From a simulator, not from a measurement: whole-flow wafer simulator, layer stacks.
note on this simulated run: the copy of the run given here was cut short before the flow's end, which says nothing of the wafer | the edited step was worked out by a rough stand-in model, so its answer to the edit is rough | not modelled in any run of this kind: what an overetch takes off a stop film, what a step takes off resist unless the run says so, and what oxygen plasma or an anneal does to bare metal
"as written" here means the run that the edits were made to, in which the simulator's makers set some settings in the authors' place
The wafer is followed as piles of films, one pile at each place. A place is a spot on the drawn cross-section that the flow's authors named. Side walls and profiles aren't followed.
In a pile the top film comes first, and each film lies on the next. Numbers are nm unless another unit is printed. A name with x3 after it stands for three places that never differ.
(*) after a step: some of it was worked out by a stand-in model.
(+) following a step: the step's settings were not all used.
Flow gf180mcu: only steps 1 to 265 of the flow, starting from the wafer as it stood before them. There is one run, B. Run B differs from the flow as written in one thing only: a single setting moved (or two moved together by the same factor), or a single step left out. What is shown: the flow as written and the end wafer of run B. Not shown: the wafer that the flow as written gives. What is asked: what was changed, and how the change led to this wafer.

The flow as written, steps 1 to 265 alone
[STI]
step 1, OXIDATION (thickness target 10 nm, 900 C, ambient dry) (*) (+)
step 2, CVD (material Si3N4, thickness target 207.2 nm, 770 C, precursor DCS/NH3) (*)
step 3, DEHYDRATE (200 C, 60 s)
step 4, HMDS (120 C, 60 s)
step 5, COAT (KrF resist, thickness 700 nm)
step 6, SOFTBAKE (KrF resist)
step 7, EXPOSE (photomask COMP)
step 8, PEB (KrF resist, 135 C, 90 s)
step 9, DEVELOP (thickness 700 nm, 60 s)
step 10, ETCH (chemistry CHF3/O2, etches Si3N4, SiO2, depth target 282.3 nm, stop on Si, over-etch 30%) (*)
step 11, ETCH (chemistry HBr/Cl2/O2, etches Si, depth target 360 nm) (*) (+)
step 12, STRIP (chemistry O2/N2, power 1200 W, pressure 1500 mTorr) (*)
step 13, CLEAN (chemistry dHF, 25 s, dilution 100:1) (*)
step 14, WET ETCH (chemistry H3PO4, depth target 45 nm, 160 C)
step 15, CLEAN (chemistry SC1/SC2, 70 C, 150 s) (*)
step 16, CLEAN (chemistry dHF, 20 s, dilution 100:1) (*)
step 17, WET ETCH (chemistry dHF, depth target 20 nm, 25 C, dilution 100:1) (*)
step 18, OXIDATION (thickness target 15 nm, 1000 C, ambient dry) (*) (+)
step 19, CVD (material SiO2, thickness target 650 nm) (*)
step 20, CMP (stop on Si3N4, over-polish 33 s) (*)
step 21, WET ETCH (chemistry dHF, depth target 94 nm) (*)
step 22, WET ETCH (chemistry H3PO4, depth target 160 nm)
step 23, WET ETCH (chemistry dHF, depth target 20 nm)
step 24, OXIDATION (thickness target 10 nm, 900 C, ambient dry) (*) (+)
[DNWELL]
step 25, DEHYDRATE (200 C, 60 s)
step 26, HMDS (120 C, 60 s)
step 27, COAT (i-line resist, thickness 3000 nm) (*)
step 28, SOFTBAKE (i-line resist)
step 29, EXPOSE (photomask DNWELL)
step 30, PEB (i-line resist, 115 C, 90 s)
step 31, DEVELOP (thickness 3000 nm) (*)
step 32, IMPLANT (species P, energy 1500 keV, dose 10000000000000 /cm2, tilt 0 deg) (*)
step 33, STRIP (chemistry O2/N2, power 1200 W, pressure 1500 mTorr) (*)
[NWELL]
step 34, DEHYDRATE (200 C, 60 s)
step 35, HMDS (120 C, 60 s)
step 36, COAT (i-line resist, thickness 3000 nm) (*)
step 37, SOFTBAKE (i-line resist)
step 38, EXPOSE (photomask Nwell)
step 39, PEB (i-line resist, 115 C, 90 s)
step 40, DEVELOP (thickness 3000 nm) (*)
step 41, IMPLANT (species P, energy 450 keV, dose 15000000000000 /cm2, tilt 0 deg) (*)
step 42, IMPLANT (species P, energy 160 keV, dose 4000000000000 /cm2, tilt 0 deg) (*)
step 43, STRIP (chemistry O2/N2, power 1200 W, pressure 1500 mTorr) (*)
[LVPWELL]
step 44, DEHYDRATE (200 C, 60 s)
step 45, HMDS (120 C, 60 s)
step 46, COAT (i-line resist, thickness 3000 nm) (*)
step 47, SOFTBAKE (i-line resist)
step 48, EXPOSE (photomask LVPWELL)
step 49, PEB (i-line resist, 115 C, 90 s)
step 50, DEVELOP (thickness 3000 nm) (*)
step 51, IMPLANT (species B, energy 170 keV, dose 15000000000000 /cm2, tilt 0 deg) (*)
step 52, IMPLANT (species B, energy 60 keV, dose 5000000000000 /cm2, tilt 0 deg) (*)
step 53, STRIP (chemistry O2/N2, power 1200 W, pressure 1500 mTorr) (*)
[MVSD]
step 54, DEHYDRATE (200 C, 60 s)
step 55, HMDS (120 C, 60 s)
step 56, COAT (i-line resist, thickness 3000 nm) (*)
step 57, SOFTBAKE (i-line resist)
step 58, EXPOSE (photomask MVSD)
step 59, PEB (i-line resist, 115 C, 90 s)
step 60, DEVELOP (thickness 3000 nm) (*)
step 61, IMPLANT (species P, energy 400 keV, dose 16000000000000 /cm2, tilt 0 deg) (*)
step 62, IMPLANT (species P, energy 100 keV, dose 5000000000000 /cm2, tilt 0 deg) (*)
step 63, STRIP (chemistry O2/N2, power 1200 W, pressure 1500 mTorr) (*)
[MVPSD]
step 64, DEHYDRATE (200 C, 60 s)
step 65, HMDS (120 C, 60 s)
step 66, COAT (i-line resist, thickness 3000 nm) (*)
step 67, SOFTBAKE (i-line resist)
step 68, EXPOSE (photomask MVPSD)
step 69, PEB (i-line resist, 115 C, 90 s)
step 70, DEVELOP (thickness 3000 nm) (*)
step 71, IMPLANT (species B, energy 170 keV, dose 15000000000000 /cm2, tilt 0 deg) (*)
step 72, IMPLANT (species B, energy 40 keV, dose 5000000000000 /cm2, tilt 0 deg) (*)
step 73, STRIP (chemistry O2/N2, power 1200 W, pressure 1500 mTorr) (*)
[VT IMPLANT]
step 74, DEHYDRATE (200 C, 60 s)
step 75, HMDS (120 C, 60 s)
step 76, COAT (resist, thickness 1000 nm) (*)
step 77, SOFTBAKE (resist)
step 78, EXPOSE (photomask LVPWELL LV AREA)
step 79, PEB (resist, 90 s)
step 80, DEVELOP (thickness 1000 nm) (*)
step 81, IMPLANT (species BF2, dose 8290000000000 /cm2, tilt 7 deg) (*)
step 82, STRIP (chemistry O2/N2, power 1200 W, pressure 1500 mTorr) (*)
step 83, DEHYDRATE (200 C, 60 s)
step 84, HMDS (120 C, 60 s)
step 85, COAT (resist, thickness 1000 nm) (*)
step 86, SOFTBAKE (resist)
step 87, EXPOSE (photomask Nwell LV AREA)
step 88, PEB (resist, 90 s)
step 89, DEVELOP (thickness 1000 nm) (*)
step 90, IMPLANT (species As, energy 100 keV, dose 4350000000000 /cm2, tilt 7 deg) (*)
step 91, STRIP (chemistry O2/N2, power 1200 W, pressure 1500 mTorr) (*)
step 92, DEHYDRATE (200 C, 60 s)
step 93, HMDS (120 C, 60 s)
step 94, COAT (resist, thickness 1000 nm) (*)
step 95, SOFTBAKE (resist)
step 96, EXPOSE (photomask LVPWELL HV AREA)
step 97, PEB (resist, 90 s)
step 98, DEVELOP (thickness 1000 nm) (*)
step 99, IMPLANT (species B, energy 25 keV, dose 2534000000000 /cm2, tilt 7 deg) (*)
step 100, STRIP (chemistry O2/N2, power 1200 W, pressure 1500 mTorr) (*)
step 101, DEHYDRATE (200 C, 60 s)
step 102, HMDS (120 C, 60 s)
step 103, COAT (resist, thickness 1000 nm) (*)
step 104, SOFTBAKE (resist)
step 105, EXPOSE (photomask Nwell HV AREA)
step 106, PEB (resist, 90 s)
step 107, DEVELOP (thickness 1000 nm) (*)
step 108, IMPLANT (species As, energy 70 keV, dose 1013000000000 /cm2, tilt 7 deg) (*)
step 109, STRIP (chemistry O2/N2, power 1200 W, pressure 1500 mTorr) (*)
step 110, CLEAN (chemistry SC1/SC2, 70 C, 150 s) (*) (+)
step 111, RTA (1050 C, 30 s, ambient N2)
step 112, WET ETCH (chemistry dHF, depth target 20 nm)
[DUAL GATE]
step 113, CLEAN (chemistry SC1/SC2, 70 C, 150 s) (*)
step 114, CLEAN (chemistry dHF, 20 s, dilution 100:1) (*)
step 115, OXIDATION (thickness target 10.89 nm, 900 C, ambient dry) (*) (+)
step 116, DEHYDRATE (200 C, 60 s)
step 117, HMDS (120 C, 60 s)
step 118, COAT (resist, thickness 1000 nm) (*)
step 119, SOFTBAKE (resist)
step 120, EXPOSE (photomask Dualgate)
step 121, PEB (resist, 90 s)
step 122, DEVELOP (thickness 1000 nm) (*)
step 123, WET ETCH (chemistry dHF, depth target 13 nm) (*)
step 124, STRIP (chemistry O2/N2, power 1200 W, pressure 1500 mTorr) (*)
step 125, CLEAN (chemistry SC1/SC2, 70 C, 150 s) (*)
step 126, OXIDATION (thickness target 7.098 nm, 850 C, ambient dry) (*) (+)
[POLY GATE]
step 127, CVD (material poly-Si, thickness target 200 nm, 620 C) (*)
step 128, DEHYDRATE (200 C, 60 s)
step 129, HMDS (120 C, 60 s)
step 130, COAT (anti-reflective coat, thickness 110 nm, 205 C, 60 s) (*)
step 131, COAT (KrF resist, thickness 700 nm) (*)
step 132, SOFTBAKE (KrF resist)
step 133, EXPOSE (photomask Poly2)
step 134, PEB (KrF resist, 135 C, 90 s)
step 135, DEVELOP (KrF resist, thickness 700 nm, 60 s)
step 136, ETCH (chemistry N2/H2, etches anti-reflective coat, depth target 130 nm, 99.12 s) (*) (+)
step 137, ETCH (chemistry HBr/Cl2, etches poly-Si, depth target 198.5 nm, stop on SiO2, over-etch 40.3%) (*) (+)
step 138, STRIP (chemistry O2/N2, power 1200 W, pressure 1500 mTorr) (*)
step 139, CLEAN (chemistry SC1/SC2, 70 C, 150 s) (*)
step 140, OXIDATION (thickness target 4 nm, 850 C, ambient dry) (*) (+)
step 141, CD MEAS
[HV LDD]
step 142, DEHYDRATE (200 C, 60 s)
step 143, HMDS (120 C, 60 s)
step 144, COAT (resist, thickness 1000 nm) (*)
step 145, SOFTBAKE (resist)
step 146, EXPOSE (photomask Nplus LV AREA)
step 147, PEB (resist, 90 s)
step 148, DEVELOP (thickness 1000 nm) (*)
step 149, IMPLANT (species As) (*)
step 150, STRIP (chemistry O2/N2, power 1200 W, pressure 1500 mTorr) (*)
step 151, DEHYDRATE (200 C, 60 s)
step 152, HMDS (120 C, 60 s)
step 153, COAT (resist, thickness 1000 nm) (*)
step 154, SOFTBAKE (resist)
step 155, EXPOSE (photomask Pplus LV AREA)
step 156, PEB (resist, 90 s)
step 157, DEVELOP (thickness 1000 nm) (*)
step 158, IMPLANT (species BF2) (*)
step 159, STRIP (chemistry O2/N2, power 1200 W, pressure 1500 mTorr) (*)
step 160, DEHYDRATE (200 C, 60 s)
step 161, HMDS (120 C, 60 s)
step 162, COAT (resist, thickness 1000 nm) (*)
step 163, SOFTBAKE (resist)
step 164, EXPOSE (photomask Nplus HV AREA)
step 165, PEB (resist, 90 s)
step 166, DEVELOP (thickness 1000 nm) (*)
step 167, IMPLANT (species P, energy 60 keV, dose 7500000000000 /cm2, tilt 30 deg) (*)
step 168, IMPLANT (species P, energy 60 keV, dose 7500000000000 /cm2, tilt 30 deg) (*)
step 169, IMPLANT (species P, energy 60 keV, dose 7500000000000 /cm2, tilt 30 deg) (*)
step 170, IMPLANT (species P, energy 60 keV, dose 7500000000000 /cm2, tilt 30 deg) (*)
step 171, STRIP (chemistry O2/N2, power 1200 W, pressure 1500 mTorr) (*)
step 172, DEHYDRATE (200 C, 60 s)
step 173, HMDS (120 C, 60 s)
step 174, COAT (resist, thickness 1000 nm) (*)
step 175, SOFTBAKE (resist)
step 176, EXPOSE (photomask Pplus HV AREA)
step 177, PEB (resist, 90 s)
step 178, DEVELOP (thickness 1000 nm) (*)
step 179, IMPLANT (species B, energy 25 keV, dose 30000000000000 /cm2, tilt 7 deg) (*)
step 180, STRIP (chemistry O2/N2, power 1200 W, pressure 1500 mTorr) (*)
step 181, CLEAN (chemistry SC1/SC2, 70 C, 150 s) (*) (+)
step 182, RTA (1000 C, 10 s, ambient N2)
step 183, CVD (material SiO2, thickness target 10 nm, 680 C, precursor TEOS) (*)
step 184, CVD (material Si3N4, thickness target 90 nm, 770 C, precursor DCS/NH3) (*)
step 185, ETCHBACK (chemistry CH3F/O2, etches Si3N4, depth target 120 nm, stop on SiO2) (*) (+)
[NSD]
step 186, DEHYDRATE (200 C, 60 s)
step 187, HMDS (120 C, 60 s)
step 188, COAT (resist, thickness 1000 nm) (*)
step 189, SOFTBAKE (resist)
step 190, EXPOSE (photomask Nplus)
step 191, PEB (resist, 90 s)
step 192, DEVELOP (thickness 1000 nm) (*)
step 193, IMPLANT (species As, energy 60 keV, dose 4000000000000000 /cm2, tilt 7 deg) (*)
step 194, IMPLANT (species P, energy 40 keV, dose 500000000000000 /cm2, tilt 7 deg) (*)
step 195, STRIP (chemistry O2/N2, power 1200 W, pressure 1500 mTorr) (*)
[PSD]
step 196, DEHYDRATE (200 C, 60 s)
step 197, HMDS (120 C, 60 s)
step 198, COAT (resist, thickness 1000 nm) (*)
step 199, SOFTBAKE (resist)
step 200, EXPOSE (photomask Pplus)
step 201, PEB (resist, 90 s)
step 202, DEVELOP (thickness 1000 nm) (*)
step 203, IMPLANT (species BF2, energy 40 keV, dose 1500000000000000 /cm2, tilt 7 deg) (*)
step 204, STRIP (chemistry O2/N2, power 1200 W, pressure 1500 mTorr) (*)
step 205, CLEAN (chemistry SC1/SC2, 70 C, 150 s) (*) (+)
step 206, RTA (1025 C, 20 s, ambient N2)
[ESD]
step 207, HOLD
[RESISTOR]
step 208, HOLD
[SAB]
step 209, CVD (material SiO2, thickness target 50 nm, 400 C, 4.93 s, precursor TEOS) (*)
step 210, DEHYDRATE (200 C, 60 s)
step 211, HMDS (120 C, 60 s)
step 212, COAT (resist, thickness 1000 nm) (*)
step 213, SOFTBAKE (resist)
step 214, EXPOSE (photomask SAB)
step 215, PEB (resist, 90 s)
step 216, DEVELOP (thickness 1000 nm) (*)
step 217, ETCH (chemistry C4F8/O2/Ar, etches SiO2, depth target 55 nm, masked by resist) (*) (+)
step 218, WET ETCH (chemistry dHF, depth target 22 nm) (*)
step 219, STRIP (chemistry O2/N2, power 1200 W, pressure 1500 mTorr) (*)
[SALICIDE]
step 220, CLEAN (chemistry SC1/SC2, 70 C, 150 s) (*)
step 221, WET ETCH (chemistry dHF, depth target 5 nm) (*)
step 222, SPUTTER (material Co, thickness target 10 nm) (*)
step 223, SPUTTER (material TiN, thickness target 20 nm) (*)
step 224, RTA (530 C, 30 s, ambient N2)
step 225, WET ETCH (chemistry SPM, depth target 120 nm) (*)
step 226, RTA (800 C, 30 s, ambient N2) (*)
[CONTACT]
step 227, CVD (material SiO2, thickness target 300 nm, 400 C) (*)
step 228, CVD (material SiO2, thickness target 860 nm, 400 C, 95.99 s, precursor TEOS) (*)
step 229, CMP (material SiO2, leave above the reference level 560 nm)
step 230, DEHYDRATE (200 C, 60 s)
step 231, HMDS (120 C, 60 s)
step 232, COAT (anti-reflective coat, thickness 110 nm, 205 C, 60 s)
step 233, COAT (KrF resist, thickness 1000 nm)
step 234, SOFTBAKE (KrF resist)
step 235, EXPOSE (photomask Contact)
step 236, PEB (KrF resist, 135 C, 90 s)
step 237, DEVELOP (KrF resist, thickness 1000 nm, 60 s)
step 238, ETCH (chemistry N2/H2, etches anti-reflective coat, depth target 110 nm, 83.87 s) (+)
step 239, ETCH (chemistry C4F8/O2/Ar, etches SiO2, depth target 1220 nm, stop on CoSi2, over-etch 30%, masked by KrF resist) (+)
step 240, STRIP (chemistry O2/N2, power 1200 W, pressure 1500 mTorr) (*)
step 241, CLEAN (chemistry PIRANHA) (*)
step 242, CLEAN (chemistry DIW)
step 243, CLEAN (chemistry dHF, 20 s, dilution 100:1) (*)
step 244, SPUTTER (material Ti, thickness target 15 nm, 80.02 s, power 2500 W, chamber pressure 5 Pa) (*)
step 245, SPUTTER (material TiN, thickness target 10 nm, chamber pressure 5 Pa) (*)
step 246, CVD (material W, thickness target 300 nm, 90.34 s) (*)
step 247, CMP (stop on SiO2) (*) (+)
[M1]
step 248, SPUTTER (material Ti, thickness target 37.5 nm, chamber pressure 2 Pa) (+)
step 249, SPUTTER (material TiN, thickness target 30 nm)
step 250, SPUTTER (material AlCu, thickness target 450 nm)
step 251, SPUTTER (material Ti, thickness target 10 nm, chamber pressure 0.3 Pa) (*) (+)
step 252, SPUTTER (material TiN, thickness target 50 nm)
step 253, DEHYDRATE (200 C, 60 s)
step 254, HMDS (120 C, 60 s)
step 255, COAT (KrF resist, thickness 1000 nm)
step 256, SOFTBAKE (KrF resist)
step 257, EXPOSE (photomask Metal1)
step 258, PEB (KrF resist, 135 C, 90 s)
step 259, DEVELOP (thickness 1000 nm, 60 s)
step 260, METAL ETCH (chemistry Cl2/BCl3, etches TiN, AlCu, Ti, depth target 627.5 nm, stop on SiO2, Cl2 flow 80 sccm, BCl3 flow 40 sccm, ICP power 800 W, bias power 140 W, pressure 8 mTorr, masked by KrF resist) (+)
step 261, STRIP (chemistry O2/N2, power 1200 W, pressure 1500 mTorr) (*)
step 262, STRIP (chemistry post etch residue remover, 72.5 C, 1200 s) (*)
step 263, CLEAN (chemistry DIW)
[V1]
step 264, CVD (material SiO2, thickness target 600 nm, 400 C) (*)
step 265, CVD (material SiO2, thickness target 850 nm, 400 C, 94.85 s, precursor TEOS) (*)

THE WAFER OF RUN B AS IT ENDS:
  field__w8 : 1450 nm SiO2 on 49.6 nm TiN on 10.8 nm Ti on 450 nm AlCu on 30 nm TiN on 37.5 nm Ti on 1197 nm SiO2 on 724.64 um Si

The reason: step 251, SPUTTER: thickness target 10.8 nm was run, while the flow as written has thickness target 10 nm.
The wafer lets one read it off: field__w8 has Ti 10.8, and step 251 as written asks for 10 nm.

The path from the change to this, step by step:
  step 251, SPUTTER (material Ti, thickness target 10 nm, chamber pressure 0.3 Pa) (*) (+)
      field, field__w1, field__w2 and 108 more: Ti gains 10.8 (new film) (as written it would have been: Ti gains 10 (new film))
  step 260, METAL ETCH (chemistry Cl2/BCl3, etches TiN, AlCu, Ti, depth target 627.5 nm, stop on SiO2, Cl2 flow 80 sccm, BCl3 flow 40 sccm, ICP power 800 W, bias power 140 W, pressure 8 mTorr, masked by KrF resist) (+)
      field, field__w1, field__w2 and 99 more: TiN loses 50 (all of it), Ti loses 10.8 (all of it), AlCu loses 450 (all of it), TiN loses 30 (all of it), Ti loses 37.5 (all of it) (as written it would have been: TiN loses 50 (all of it), Ti loses 10 (all of it), AlCu loses 450 (all of it), TiN loses 30 (all of it), Ti loses 37.5 (all of it))
